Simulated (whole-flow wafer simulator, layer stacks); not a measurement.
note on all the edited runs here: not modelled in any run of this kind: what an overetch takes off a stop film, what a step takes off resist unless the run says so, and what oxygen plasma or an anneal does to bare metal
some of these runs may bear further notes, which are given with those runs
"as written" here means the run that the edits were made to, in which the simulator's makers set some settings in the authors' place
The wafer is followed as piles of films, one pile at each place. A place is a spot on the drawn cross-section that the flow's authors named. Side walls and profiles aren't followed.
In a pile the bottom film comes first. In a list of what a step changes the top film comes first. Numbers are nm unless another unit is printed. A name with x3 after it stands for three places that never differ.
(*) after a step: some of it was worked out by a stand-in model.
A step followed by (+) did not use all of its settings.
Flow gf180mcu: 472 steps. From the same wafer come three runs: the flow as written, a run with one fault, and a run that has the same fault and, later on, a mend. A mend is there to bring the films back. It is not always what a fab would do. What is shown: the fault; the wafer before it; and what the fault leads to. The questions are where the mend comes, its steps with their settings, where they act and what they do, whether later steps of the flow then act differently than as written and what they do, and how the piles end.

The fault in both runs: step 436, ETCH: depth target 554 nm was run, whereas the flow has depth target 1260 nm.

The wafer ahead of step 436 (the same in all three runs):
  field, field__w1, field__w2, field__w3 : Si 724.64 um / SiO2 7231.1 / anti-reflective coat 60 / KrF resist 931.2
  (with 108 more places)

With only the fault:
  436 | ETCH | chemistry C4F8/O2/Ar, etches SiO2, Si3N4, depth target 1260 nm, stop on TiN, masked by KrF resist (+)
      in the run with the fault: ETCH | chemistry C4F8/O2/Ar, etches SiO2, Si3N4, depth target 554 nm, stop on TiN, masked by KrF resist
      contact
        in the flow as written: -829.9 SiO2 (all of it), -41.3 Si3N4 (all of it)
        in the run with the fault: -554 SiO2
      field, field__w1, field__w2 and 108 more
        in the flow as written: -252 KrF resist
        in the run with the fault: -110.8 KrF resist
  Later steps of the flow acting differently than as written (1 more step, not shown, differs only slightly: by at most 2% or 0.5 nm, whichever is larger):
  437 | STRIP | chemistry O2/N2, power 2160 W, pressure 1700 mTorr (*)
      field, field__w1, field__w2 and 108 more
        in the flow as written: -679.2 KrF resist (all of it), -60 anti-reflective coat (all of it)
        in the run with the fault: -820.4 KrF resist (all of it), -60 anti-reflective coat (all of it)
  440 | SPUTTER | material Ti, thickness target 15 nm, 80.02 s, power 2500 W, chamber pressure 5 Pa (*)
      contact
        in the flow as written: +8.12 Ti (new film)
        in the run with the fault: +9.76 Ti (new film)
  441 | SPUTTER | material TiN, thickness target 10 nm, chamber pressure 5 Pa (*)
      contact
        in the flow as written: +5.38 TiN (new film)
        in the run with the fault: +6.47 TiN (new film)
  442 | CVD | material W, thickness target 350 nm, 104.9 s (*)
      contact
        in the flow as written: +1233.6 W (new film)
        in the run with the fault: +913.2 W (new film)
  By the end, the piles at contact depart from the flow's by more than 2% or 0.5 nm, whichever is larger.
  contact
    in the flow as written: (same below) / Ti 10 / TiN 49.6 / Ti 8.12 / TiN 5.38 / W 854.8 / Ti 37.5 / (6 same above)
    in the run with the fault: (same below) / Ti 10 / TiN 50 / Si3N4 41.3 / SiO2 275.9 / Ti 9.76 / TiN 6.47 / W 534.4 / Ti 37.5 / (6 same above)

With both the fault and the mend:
  After step 436 comes the mend.
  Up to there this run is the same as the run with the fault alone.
  436a | ETCH | chemistry C4F8/O2/Ar, etches SiO2, Si3N4, depth target 706 nm, stop on TiN, masked by KrF resist (+) (the flow's step 436 again, with other settings)
      field, field__w1, field__w2 and 108 more
        -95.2 KrF resist
      contact
        -275.9 SiO2 (all of it), -41.3 Si3N4 (all of it)
  Later steps of the flow acting differently than as written:
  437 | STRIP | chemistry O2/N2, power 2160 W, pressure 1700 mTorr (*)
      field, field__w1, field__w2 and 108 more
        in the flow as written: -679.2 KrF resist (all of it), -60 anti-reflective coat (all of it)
        in the run with the mend: -725.2 KrF resist (all of it), -60 anti-reflective coat (all of it)
  The piles end the same as the flow's at every place that both follow.
